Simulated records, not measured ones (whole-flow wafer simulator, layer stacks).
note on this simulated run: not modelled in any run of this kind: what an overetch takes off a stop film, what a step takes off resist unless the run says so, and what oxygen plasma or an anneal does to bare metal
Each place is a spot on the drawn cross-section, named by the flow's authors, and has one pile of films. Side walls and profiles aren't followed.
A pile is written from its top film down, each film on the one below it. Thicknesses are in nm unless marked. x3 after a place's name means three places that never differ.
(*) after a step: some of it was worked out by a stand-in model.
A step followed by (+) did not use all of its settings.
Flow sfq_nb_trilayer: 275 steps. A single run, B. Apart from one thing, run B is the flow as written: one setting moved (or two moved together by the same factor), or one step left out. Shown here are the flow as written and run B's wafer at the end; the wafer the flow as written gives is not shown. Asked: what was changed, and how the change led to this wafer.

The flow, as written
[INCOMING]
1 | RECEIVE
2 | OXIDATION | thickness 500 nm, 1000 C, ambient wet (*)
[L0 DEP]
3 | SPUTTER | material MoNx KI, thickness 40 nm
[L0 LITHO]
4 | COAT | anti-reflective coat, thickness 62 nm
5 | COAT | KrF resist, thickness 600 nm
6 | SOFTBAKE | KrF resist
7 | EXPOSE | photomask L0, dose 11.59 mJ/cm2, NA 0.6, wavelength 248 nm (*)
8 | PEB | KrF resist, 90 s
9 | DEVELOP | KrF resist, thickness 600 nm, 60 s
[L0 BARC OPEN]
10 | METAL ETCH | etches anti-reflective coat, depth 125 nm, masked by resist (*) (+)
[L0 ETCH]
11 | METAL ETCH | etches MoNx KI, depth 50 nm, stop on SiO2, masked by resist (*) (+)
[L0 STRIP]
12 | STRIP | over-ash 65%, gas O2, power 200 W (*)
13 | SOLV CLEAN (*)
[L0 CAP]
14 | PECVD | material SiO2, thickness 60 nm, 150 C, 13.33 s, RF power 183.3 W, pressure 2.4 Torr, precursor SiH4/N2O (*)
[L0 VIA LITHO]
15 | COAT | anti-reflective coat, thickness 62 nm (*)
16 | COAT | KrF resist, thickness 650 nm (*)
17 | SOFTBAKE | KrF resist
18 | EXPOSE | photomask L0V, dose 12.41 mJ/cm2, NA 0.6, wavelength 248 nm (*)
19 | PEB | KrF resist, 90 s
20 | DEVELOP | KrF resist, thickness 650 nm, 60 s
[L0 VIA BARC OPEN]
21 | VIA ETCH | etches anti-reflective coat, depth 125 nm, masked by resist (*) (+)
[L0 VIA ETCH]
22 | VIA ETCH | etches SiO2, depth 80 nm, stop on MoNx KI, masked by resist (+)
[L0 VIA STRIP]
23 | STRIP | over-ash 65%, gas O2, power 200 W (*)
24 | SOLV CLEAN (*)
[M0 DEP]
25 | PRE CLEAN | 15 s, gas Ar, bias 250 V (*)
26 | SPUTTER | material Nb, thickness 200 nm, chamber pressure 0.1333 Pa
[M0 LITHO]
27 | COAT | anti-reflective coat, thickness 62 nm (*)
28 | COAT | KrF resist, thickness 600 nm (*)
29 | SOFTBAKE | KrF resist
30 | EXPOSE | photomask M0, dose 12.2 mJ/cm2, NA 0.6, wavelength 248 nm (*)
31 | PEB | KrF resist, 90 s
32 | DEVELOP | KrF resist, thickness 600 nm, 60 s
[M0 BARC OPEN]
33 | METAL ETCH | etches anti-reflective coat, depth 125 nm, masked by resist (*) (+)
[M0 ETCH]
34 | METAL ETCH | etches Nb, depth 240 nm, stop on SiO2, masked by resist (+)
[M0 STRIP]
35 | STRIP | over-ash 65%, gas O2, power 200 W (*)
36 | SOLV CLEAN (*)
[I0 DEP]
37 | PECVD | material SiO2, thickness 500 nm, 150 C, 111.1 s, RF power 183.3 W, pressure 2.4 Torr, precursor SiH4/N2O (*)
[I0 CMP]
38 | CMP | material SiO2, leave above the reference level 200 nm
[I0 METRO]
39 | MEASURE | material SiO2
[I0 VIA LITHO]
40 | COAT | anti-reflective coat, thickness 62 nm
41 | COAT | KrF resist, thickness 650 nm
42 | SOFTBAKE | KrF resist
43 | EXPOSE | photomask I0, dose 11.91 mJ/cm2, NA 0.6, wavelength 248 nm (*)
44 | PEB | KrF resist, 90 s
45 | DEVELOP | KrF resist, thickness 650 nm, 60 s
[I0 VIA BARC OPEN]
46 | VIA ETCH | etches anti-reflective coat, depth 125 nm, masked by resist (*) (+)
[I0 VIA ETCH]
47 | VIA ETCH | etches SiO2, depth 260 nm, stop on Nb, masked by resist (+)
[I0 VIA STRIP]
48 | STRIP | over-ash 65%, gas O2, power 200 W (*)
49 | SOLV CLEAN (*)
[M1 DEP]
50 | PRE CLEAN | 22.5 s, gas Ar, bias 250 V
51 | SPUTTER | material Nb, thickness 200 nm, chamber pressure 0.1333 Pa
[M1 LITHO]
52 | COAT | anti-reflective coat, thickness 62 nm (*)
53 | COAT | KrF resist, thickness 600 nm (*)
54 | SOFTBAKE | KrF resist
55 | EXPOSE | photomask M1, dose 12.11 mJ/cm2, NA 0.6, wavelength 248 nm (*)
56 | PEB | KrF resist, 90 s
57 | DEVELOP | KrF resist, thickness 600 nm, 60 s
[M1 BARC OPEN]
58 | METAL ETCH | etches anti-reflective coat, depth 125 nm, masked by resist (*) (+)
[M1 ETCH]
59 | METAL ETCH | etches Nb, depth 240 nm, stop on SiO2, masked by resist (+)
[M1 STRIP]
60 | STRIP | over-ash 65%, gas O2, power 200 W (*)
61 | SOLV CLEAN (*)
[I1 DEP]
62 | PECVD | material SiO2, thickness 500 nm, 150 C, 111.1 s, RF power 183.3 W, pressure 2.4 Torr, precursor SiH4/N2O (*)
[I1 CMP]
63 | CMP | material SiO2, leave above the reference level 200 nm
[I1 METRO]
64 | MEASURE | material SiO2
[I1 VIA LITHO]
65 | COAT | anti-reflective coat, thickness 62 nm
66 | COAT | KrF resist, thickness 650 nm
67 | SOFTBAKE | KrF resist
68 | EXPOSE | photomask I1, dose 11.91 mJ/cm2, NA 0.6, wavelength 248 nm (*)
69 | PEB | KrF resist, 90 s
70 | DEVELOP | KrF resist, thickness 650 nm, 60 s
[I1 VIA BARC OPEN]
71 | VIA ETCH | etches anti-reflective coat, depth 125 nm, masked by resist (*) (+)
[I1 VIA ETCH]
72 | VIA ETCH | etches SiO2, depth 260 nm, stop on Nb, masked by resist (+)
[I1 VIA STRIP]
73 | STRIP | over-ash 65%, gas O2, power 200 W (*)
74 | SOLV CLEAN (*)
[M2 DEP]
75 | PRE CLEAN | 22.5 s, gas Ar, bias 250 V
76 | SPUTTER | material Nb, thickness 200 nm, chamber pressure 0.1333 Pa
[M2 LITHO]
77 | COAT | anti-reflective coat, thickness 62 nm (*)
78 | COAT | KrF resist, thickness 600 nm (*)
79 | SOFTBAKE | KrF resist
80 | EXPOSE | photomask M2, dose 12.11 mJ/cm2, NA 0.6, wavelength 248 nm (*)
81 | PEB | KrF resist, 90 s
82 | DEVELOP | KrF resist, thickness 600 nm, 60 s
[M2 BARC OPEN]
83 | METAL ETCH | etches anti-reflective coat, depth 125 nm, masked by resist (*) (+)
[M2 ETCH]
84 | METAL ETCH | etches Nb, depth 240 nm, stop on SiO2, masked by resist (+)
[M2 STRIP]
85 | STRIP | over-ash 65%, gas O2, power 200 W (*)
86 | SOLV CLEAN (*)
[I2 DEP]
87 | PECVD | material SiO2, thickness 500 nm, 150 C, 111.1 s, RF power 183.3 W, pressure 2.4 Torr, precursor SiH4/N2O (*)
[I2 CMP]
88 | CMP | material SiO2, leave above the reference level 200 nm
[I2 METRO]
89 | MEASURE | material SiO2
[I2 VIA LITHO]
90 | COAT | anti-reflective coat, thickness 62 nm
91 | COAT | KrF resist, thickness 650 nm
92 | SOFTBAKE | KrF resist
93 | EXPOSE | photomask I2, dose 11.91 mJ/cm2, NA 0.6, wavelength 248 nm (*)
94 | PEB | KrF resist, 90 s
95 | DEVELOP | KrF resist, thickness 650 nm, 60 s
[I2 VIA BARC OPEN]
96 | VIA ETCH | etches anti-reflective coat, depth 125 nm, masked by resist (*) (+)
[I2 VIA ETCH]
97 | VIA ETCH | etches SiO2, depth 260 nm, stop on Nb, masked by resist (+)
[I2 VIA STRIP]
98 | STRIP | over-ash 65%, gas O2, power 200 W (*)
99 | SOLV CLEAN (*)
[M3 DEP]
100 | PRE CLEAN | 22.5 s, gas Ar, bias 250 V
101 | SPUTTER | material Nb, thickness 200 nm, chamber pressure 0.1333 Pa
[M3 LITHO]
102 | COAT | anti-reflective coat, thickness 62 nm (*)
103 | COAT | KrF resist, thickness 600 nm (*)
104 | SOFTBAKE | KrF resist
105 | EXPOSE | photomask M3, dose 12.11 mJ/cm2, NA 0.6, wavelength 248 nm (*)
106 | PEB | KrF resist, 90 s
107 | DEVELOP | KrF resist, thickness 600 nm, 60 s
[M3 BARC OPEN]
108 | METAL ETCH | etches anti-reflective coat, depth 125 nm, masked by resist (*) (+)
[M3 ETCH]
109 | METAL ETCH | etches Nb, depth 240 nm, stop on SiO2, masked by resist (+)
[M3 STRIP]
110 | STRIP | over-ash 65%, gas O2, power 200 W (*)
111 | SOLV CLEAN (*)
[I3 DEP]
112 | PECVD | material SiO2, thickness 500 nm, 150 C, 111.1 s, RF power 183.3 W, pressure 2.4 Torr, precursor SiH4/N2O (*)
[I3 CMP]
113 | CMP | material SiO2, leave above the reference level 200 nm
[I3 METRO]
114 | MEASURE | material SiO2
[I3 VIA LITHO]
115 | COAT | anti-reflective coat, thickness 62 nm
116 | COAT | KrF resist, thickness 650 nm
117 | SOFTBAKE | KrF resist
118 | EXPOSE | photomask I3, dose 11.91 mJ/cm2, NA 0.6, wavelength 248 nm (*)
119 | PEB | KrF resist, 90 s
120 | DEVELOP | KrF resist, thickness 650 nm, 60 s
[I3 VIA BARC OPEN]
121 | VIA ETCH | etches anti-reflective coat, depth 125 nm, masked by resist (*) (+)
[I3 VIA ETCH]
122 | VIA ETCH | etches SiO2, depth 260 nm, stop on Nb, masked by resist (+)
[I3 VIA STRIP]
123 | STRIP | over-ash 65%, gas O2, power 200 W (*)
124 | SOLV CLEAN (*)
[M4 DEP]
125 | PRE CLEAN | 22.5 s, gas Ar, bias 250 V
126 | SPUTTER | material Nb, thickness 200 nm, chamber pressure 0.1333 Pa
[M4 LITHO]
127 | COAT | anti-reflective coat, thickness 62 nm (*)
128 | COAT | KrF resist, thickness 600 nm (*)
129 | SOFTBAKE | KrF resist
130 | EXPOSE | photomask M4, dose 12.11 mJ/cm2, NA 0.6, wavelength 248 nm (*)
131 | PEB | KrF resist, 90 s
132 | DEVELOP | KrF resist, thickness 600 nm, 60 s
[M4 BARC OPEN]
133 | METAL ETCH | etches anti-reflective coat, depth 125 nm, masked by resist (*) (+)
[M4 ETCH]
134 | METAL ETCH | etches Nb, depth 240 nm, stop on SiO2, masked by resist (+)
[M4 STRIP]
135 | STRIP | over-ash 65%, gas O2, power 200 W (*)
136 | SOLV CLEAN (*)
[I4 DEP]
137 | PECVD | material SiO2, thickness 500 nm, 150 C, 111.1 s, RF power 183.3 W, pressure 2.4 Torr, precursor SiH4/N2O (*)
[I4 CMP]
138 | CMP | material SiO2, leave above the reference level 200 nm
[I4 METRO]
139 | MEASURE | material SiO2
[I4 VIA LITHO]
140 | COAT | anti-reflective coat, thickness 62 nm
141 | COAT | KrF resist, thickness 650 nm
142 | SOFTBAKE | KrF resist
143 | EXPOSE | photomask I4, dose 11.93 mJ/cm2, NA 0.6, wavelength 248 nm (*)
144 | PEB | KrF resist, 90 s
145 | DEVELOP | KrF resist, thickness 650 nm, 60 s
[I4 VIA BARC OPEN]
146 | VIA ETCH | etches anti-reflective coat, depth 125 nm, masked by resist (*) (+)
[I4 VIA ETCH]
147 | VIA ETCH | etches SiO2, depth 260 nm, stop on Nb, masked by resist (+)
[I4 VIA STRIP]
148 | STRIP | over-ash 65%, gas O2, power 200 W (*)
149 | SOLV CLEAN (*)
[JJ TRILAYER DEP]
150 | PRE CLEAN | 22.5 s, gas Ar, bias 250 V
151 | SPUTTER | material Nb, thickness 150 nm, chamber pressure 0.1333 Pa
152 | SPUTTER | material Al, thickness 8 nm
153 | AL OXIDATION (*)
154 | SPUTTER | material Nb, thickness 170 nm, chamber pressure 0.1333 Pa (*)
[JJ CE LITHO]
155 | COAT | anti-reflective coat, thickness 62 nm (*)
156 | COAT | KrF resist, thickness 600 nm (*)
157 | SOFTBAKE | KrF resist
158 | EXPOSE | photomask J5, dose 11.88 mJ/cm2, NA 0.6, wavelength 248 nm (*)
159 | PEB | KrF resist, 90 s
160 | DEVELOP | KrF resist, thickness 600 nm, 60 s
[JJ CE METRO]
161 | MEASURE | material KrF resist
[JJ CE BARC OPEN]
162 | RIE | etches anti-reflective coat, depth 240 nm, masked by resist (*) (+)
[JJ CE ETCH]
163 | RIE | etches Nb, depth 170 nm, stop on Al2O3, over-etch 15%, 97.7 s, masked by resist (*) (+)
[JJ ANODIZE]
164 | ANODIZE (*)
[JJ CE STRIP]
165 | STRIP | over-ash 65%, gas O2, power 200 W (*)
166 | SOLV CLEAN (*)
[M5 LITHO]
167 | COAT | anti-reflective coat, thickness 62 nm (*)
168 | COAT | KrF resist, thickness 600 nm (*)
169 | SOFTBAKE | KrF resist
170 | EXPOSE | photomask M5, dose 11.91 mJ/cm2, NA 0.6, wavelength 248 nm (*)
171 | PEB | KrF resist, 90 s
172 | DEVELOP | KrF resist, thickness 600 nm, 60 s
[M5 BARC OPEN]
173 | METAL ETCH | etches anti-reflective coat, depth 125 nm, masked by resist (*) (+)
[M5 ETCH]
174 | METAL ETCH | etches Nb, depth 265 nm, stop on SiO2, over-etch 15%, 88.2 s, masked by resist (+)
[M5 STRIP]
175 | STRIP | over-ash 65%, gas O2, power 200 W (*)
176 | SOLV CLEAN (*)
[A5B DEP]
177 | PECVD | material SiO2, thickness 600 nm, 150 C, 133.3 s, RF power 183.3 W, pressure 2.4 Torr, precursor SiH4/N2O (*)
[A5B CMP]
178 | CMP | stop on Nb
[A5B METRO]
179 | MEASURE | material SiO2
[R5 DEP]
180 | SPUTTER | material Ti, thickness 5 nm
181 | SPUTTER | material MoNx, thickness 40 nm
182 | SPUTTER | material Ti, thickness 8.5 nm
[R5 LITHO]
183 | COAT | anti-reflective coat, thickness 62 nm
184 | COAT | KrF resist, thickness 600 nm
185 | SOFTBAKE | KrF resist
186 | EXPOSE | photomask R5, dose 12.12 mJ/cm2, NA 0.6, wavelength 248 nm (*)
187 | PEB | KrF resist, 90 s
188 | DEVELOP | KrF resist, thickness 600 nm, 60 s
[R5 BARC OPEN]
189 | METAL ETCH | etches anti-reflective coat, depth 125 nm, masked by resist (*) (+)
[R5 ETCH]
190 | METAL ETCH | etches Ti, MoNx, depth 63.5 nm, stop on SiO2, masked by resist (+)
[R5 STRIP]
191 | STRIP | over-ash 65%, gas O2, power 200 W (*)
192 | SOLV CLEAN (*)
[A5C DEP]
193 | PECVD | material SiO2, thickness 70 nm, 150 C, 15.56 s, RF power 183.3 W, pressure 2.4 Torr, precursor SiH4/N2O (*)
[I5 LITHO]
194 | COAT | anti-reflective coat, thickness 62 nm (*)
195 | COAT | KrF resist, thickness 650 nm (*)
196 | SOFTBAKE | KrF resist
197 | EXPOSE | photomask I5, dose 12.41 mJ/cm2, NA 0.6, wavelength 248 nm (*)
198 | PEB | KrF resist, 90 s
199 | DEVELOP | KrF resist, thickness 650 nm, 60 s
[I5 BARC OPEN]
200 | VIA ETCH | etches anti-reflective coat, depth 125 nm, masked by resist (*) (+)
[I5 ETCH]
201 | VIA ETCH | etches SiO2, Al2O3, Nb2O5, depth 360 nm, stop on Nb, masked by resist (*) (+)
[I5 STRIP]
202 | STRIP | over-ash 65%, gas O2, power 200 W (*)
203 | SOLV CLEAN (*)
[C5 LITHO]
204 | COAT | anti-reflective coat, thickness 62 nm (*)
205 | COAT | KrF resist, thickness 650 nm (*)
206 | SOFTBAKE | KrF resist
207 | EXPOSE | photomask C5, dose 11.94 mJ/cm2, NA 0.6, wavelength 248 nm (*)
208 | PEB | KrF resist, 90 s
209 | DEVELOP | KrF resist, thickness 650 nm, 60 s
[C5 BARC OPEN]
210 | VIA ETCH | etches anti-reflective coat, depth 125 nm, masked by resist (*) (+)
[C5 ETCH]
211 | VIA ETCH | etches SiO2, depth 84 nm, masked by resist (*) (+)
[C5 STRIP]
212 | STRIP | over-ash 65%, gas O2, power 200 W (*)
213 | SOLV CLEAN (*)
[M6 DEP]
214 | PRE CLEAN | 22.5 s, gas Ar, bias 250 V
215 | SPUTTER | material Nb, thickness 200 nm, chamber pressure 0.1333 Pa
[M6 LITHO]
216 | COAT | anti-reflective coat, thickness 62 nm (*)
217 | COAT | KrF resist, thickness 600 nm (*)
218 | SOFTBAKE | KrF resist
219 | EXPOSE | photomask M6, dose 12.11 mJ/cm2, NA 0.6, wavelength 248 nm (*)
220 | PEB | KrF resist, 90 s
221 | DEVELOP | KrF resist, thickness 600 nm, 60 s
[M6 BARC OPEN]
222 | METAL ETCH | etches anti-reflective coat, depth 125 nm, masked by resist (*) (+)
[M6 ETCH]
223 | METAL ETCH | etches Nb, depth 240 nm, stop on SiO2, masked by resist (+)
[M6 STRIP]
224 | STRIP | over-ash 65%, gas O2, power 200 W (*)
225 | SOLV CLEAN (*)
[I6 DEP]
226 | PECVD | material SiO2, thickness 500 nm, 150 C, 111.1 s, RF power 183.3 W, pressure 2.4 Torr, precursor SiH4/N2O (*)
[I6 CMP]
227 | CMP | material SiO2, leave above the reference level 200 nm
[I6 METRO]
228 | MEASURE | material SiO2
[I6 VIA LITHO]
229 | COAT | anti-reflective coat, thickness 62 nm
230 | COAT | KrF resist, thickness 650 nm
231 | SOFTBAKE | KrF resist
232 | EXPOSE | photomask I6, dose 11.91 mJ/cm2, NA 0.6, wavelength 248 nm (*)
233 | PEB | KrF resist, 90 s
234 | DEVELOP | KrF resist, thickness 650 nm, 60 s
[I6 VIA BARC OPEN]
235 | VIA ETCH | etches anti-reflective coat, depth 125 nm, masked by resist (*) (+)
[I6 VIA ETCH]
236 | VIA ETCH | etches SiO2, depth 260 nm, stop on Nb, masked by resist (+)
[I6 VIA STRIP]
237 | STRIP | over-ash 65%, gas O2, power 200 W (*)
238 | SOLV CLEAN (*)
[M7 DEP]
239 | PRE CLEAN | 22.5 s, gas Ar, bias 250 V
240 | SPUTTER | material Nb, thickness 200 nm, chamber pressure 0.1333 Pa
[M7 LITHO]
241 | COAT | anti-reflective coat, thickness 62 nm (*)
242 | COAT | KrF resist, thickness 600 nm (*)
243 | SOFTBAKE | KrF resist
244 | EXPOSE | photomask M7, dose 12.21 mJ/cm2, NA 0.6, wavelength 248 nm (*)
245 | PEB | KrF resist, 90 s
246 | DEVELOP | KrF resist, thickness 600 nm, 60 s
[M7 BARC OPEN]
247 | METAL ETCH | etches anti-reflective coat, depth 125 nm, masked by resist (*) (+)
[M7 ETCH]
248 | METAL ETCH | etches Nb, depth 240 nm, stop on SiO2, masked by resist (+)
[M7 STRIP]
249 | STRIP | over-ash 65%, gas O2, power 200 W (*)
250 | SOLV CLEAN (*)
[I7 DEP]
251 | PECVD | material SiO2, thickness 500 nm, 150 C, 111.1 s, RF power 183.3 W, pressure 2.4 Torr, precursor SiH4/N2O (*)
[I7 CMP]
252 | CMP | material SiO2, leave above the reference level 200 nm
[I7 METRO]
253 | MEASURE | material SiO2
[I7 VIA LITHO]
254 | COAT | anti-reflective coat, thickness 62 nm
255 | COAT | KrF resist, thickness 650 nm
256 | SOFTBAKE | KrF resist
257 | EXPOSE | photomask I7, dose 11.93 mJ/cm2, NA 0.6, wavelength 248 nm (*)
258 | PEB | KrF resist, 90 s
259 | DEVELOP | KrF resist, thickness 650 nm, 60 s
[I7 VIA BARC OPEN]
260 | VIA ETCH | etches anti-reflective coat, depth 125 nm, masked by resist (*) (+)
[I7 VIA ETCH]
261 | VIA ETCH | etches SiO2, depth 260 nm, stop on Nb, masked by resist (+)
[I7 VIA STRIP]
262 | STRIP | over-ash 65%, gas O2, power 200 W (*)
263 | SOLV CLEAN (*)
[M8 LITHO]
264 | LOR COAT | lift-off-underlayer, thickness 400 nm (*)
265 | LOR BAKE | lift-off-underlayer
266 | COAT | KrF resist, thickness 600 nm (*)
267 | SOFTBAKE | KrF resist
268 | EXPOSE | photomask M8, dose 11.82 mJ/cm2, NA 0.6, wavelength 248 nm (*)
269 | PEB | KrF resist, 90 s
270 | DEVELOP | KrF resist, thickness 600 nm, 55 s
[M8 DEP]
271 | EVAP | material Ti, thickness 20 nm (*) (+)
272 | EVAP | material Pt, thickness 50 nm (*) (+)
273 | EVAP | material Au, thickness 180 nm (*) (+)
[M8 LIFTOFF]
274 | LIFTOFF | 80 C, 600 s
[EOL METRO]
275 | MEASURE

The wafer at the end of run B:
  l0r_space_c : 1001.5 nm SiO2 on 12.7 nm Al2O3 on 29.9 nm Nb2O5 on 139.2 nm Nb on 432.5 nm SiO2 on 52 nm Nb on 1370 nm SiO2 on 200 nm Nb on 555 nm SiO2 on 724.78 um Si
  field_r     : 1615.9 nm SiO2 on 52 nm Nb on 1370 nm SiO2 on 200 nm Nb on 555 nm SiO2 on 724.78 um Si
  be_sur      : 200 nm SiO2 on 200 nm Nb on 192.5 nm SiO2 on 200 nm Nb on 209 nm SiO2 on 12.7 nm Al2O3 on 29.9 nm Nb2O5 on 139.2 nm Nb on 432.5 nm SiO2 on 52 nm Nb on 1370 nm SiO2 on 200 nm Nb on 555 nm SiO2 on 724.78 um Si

The reason: step 126, SPUTTER: thickness 292 nm was run, though the flow has thickness 200 nm.

How this came from the change, step by step:
  126 | SPUTTER | material Nb, thickness 200 nm, chamber pressure 0.1333 Pa
      field_l, v_sur, via_wl and 102 more: +292 Nb (new film) (as written it would have been: +200 Nb (new film))
      via_v: +243 Nb (as written it would have been: +165.5 Nb)
  134 | METAL ETCH | etches Nb, depth 240 nm, stop on SiO2, masked by resist (+)
      field_l, be, be_sur and 64 more: -240 Nb (as written it would have been: -200 Nb (all of it))
  137 | PECVD | material SiO2, thickness 500 nm, 150 C, 111.1 s, RF power 183.3 W, pressure 2.4 Torr, precursor SiH4/N2O (*)
      field_l, be, be_sur and 55 more: +500 SiO2 (new film) (as written it would have been: +500 SiO2)
      p3_s0, p3_s1, p3_s2, p3_s3, p3_s4, p3_s5: +597.1 SiO2 (new film) (as written it would have been: +557.1 SiO2)
      (and at 3 other places as well)
  138 | CMP | material SiO2, leave above the reference level 200 nm
      field_l, be, be_sur and 55 more: -60 SiO2 (as written it would have been: -100 SiO2)
      lsp_r, l0_sur, l0v: -50.3 SiO2 (as written it would have been: -91.9 SiO2)
      (and at 1 other place as well)
Taking metal films that touch as one body, l0r_space_c has 3 bodies (between them, from the top down: SiO2 432.5; SiO2 1370); the flow as written gives 2 bodies (between them, from the top down: SiO2 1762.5).
Taking metal films that touch as one body, field_r has 2 bodies (between them, from the top down: SiO2 1370); the flow as written gives 1 body.
Taking metal films that touch as one body, be_sur has 5 bodies (between them, from the top down: SiO2 192.5; SiO2 209 / Al2O3 12.7 / Nb2O5 29.9; SiO2 432.5; SiO2 1370); the flow as written gives 4 bodies (between them, from the top down: SiO2 192.5; SiO2 209 / Al2O3 12.7 / Nb2O5 29.9; SiO2 1762.5).
